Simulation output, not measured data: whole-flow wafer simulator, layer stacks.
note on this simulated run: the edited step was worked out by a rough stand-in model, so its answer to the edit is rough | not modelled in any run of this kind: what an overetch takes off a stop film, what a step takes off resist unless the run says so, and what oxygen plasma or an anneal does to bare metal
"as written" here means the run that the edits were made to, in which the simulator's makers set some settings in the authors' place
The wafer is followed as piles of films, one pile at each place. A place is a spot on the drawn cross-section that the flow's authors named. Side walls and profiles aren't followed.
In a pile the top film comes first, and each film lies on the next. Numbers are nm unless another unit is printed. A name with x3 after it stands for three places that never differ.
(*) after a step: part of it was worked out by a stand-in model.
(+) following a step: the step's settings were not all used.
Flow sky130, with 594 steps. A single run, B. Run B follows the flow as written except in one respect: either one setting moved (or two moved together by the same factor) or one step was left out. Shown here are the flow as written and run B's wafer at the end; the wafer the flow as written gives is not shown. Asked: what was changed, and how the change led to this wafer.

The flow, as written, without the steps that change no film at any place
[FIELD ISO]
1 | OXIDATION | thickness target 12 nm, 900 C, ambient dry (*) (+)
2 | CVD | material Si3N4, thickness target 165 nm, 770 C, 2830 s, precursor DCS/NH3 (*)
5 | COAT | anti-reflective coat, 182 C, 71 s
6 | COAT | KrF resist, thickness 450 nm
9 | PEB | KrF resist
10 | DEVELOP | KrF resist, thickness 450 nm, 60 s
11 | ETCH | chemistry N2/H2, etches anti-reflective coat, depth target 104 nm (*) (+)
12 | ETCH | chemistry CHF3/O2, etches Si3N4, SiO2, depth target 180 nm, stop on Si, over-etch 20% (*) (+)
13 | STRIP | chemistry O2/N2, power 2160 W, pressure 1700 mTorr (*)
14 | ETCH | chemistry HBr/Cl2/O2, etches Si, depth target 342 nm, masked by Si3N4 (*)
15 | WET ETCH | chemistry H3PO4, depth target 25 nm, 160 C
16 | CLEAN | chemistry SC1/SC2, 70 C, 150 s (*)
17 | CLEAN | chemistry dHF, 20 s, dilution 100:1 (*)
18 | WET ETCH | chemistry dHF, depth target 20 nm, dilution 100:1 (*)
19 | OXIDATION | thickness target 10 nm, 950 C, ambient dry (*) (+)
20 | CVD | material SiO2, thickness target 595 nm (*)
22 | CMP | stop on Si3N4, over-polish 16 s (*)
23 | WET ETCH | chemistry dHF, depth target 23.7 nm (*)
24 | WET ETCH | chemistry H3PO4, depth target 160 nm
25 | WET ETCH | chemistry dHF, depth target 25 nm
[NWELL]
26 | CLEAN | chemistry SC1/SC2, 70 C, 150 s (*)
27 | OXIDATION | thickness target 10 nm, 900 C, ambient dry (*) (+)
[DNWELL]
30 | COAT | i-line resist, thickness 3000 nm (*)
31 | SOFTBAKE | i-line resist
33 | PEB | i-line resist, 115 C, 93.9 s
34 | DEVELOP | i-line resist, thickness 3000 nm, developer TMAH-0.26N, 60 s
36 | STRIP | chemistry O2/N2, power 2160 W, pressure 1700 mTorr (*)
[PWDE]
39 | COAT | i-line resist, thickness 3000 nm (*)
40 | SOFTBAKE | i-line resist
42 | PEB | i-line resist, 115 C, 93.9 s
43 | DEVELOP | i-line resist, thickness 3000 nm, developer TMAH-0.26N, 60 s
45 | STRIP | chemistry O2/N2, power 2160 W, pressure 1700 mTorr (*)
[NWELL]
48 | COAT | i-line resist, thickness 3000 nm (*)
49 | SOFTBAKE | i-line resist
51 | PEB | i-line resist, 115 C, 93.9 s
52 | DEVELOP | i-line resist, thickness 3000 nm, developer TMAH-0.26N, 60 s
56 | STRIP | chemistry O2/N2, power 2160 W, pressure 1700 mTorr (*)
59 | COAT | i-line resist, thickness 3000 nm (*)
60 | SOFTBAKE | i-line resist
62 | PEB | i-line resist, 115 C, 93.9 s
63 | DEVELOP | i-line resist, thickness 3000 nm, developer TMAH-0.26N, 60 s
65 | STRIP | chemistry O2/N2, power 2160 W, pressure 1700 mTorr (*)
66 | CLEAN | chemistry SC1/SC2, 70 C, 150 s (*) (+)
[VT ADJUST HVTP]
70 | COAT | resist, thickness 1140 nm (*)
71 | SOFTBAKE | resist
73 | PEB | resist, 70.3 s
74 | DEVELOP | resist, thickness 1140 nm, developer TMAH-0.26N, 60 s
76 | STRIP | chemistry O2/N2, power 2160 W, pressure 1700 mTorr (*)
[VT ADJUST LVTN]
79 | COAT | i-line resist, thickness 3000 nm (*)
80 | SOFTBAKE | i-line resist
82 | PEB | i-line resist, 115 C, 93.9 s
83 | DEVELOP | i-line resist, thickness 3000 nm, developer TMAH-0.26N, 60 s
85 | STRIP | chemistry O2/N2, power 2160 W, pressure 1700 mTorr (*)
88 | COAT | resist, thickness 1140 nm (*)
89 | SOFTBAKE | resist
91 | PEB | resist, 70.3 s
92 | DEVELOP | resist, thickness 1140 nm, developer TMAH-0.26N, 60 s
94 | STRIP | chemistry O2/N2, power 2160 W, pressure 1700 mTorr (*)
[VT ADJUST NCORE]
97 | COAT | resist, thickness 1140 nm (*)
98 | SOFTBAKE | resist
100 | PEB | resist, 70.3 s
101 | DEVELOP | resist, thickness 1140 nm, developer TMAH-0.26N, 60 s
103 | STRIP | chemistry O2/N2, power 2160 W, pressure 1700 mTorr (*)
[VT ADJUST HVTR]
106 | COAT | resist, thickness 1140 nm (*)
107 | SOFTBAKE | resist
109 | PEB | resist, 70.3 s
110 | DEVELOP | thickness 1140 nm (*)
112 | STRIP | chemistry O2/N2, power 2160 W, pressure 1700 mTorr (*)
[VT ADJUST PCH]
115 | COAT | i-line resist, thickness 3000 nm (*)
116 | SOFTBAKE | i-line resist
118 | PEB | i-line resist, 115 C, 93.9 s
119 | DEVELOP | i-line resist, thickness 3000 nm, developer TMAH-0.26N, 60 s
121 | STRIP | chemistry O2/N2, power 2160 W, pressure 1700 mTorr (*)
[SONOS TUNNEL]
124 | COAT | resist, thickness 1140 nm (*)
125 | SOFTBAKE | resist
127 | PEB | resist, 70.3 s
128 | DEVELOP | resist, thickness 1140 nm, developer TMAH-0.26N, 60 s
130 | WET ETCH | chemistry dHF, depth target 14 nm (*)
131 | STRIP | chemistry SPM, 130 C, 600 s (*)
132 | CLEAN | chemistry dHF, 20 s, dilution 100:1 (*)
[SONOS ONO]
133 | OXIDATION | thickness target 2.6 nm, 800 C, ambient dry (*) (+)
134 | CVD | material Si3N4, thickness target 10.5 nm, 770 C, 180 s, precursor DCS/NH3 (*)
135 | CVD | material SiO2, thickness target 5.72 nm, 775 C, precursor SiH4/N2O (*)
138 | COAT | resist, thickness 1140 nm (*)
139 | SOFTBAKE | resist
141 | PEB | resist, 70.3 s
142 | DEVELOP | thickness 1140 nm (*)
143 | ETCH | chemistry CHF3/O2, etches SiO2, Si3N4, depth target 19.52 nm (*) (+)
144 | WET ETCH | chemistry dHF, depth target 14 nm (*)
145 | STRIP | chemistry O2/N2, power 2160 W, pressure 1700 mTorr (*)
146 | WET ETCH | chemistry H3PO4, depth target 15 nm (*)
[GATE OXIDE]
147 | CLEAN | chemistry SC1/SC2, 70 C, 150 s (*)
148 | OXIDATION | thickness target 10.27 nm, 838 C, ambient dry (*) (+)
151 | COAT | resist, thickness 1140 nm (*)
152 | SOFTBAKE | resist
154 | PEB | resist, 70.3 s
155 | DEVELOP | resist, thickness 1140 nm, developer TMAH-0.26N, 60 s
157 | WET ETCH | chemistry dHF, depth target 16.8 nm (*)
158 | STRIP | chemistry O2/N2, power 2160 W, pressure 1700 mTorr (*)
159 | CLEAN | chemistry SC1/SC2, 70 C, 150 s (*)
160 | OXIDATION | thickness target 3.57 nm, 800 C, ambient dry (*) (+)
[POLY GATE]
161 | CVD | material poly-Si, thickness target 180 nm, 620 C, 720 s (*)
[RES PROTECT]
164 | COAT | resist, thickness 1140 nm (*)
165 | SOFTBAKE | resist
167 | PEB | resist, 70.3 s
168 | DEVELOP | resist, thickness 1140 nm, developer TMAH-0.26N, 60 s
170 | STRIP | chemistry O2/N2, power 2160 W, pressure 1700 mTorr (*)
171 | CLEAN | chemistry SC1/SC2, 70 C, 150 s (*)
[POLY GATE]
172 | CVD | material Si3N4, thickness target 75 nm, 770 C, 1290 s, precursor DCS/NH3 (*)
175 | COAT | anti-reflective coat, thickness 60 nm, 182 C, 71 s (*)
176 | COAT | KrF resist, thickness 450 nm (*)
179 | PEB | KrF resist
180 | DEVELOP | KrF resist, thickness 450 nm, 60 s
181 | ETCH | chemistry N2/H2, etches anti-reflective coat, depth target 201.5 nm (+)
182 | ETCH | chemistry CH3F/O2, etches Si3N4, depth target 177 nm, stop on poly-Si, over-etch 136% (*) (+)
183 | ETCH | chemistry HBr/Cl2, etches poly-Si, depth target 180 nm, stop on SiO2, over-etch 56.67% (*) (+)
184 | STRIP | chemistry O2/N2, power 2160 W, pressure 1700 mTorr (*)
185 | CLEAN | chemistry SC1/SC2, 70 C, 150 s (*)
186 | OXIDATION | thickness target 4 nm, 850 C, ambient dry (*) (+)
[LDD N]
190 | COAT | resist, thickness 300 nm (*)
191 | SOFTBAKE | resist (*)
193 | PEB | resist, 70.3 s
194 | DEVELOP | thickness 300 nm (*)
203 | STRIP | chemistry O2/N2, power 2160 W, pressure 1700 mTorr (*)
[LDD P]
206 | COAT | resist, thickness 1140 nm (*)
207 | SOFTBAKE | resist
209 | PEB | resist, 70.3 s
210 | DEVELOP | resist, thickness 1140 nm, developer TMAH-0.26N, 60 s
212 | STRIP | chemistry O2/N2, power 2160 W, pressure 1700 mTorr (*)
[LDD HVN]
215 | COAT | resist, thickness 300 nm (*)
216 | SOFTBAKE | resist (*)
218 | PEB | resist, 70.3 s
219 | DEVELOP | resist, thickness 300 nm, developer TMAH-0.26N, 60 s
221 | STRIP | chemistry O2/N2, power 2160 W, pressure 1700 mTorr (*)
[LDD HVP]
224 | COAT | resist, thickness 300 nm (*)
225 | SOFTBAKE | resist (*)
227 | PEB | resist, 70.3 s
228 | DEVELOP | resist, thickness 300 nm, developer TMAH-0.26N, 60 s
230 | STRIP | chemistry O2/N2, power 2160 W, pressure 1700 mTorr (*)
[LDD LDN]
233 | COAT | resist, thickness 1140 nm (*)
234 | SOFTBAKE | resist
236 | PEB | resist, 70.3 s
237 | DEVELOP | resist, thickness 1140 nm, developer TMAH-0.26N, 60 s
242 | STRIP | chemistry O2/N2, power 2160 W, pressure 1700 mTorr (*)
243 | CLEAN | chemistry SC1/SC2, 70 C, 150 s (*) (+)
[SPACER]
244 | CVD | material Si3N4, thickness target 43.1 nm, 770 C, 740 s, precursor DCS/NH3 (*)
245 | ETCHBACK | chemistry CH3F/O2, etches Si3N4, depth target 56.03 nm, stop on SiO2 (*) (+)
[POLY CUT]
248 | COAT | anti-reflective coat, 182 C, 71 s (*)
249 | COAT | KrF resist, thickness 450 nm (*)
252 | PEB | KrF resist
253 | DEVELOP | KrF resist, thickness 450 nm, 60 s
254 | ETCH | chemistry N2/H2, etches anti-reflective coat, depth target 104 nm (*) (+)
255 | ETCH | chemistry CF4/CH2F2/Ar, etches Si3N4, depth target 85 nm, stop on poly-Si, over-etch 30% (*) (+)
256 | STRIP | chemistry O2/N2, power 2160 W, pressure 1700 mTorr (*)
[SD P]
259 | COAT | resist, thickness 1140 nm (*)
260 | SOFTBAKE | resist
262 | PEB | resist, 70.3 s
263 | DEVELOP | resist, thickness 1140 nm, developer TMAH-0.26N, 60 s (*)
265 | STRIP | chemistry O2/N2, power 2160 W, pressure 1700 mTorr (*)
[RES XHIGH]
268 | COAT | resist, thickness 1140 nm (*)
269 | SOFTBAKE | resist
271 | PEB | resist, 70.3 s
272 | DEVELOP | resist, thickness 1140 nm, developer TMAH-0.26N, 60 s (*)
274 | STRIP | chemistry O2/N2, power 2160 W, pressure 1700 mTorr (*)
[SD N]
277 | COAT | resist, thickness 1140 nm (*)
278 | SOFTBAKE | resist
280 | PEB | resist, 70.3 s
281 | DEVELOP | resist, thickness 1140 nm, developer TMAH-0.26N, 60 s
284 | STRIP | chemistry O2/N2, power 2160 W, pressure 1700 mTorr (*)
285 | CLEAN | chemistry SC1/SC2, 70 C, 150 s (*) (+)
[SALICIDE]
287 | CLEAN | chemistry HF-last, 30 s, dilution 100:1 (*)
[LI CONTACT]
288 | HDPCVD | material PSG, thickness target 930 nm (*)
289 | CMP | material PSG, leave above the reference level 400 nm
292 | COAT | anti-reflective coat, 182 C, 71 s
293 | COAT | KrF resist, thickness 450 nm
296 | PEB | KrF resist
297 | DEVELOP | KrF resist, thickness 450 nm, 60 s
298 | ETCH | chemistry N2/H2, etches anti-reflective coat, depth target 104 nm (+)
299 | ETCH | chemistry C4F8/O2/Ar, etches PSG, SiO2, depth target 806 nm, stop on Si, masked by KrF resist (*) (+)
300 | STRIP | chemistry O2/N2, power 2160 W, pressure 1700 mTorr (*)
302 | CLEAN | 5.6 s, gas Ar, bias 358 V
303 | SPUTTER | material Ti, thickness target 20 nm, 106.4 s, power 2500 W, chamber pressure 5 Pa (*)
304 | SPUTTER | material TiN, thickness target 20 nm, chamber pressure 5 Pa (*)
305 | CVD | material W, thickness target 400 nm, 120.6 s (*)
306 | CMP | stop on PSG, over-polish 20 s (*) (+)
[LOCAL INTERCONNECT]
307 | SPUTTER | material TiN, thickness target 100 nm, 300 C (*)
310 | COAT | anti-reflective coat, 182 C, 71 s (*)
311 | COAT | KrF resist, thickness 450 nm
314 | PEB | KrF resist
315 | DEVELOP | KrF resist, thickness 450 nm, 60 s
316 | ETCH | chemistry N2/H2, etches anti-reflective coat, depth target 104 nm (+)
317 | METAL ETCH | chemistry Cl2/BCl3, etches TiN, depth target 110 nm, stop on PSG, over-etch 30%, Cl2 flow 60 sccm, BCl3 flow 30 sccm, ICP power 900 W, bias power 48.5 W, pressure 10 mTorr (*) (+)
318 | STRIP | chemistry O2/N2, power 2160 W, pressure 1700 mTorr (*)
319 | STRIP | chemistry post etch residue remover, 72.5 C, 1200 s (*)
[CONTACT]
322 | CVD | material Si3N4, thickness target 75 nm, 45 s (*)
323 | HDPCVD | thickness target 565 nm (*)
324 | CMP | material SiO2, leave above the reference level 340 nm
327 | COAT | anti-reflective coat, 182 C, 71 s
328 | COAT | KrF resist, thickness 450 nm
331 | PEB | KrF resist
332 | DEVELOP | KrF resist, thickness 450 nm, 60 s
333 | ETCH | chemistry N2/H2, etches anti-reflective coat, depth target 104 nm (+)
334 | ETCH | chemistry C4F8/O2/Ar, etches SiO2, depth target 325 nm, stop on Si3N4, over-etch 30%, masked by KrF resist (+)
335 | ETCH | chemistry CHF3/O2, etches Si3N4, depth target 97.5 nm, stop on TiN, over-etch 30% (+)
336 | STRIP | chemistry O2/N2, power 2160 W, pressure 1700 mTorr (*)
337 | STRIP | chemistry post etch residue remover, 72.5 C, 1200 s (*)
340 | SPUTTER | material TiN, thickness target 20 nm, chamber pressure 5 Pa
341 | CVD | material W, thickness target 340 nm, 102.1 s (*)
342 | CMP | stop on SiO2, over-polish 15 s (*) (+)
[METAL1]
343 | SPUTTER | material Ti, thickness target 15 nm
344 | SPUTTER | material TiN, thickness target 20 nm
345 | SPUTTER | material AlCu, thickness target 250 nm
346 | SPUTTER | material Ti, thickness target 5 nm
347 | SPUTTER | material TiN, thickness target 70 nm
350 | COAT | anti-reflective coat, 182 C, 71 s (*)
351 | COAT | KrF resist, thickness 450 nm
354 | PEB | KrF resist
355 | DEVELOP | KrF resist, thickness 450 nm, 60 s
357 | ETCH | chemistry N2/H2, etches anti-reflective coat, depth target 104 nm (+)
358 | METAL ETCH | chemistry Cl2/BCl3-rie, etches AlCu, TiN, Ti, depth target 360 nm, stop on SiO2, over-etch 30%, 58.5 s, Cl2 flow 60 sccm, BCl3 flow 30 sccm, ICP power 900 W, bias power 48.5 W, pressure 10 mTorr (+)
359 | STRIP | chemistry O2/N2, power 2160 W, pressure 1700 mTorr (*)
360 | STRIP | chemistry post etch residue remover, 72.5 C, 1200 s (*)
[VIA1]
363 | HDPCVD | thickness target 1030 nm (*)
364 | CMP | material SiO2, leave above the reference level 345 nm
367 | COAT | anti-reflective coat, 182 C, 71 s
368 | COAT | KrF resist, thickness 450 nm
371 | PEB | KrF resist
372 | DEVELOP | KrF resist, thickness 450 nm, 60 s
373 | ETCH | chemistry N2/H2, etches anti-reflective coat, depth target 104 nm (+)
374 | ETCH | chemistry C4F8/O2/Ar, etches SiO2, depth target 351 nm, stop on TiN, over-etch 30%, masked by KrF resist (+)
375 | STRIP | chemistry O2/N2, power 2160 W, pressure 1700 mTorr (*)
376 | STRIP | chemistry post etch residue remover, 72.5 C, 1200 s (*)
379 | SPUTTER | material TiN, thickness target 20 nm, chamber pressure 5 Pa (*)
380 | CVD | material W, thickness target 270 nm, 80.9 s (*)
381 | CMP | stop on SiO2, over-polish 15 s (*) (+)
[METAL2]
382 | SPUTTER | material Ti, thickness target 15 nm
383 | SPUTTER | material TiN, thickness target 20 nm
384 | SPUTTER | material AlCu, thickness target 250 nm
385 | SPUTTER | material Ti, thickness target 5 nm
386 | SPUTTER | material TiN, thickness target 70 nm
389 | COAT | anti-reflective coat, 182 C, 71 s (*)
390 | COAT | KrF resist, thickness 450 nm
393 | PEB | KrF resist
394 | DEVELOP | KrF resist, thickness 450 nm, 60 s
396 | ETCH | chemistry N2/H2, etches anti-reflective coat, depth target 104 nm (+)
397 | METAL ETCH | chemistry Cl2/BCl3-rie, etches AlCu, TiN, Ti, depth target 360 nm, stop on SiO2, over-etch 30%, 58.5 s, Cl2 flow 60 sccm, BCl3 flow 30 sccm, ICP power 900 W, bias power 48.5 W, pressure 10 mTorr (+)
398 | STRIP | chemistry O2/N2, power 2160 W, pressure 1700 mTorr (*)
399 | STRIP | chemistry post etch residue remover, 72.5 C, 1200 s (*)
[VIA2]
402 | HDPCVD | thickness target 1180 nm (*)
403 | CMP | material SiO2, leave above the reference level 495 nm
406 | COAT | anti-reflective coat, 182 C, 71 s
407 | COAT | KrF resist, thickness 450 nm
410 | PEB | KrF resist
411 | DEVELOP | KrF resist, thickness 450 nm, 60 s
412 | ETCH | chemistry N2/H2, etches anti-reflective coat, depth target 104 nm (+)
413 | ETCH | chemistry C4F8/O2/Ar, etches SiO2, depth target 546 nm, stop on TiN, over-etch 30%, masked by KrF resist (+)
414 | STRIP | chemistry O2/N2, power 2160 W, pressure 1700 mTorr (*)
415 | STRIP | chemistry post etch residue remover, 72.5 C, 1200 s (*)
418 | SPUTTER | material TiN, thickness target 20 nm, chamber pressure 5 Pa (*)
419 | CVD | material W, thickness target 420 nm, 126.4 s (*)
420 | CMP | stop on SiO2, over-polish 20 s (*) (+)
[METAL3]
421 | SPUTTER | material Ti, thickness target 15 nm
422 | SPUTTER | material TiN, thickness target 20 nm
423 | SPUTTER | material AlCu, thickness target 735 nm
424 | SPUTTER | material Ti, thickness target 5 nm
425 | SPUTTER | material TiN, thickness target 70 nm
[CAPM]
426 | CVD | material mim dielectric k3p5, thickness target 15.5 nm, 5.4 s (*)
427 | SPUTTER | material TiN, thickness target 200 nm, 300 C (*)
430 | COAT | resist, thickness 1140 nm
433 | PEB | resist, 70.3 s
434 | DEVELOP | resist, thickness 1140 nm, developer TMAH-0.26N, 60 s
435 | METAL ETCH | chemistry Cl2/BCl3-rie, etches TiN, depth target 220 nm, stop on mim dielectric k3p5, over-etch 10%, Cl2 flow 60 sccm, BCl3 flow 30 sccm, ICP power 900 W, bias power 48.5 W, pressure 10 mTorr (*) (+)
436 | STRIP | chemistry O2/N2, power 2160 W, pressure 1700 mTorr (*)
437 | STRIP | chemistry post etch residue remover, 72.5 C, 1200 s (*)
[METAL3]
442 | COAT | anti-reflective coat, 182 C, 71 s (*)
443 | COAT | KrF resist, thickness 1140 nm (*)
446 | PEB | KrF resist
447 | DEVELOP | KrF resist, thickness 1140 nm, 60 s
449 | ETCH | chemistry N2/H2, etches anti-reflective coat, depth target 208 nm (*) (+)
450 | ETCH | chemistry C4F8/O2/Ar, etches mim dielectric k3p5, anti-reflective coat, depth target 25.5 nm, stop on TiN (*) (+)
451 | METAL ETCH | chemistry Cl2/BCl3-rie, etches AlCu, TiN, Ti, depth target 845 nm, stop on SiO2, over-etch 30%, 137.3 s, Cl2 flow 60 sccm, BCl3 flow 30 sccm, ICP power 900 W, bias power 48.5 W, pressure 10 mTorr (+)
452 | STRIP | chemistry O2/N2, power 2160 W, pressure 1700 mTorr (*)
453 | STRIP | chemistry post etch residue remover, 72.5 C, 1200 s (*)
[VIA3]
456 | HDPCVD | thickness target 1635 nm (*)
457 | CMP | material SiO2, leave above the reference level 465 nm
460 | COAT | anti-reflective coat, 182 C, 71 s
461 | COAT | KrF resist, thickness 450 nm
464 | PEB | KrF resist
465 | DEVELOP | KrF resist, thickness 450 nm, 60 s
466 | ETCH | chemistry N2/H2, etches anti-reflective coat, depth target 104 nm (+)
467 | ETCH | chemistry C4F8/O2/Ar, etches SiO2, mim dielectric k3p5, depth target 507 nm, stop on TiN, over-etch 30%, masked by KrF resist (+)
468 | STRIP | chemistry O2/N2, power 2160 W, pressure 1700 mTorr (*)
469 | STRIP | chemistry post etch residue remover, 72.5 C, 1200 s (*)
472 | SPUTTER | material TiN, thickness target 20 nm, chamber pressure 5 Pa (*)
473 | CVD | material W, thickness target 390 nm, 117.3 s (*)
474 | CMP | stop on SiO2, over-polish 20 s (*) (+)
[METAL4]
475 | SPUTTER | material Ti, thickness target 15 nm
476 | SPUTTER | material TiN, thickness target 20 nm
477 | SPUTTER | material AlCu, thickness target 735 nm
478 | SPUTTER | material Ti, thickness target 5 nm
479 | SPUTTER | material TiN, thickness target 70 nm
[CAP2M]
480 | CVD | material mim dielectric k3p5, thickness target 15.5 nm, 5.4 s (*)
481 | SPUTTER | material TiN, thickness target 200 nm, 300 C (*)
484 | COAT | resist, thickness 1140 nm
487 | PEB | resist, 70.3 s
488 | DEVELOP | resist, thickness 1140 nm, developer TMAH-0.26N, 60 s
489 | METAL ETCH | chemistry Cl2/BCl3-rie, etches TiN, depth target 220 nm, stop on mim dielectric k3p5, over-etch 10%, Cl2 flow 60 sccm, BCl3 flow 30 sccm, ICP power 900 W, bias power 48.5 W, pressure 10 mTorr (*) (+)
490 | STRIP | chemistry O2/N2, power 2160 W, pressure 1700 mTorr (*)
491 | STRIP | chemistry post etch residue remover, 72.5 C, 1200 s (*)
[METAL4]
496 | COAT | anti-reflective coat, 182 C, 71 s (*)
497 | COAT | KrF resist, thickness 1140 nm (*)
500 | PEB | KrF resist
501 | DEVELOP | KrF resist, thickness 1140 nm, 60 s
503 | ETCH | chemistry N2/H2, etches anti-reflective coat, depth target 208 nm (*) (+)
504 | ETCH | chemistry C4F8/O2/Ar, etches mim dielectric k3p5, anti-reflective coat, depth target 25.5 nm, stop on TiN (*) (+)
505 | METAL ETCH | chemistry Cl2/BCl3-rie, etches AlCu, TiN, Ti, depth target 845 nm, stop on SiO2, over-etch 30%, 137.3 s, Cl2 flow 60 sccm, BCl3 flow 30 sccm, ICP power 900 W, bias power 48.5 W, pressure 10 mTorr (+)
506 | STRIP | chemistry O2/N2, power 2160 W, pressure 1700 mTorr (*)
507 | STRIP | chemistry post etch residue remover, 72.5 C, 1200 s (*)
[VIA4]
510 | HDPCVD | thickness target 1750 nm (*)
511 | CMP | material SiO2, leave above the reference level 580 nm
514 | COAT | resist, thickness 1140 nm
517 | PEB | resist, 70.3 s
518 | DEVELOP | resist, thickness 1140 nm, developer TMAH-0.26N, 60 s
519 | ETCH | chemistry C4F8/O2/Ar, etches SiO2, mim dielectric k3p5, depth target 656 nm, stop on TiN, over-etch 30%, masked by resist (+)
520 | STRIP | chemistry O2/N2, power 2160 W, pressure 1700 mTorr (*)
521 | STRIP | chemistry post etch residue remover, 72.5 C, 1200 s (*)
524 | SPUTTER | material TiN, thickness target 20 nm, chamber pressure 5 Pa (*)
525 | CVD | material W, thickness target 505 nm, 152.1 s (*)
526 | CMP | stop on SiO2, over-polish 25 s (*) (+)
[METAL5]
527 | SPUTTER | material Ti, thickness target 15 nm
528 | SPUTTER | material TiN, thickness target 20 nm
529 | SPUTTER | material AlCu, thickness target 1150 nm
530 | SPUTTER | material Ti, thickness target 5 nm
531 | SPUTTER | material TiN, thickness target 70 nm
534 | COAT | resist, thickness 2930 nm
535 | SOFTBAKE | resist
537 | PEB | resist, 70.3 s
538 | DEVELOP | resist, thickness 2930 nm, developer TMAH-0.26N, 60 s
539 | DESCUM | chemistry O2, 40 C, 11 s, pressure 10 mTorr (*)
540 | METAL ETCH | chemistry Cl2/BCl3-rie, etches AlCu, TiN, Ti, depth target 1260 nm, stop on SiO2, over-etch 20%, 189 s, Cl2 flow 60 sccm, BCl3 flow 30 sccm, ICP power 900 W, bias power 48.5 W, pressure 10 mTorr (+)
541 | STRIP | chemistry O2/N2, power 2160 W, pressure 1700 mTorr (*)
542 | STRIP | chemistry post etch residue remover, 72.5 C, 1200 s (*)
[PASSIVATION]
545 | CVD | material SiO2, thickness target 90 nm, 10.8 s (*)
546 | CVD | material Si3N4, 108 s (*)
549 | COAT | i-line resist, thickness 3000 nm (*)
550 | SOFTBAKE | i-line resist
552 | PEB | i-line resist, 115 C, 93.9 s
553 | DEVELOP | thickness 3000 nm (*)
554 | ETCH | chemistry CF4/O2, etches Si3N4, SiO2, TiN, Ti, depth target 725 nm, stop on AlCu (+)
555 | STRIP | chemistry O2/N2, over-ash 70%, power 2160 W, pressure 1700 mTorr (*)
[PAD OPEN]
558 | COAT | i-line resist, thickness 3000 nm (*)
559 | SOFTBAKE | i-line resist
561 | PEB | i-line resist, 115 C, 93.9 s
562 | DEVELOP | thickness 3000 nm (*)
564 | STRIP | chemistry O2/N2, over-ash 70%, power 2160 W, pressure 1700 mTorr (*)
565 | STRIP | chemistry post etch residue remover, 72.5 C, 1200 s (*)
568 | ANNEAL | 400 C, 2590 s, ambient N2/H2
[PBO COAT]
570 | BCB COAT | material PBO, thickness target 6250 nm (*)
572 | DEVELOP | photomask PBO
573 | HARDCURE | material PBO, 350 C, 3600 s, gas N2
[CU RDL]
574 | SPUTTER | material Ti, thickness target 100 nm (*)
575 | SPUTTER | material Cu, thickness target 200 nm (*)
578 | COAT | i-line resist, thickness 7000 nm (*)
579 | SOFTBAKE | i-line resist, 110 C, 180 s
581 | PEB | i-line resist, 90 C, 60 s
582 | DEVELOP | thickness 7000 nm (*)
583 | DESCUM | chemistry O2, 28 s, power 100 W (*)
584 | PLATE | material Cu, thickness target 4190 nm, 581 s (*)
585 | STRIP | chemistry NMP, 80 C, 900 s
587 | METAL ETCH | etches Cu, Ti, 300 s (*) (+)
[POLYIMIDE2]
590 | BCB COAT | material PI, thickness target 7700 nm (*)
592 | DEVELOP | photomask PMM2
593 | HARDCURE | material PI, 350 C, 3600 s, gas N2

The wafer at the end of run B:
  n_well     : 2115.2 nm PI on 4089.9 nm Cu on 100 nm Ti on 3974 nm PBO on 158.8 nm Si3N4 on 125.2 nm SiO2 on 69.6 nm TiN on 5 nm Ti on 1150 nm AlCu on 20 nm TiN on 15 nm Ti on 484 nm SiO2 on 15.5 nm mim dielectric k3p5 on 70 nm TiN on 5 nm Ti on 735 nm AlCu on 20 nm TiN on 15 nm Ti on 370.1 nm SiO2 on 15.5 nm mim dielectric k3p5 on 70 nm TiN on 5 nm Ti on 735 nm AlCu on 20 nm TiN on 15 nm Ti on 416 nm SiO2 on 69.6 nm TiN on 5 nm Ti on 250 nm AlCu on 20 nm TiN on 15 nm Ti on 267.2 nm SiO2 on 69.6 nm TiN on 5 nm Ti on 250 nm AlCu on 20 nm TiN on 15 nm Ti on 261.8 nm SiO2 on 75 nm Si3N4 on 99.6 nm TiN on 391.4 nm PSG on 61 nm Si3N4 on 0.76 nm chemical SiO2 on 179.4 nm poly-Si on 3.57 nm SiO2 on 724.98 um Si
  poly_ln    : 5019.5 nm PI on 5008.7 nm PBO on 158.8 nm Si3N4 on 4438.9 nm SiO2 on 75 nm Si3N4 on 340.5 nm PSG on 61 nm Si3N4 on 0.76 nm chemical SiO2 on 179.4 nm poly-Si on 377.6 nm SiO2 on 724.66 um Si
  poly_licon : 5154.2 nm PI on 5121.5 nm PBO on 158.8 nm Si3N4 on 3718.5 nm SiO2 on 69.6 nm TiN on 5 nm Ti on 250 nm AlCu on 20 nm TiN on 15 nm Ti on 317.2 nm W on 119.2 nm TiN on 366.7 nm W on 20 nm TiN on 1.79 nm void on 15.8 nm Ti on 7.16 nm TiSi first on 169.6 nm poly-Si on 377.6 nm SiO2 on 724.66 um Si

What caused this: step 575, SPUTTER: thickness target 290 nm was run, whereas the flow has thickness target 200 nm.

Step by step, how the change led to this:
  575 | SPUTTER | material Cu, thickness target 200 nm (*)
      field, active, n_well and 190 more: +290 Cu (new film) (it would be, as written: +200 Cu (new film))
  587 | METAL ETCH | etches Cu, Ti, 300 s (*) (+)
      field, active, gate and 167 more: -290 Cu (all of it), -100 Ti (all of it) (it would be, as written: -200 Cu (all of it), -100 Ti (all of it))
  590 | BCB COAT | material PI, thickness target 7700 nm (*)
      n_well, p_well, sd_n, sd_p: +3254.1 PI (new film) (it would be, as written: +3344.1 PI (new film))
      mim: +3584.6 PI (new film) (it would be, as written: +3670.5 PI (new film))
      (also at 14 further places)
  593 | HARDCURE | material PI, 350 C, 3600 s, gas N2
      n_well, p_well, sd_n, sd_p: -1138.9 PI (it would be, as written: -1170.4 PI)
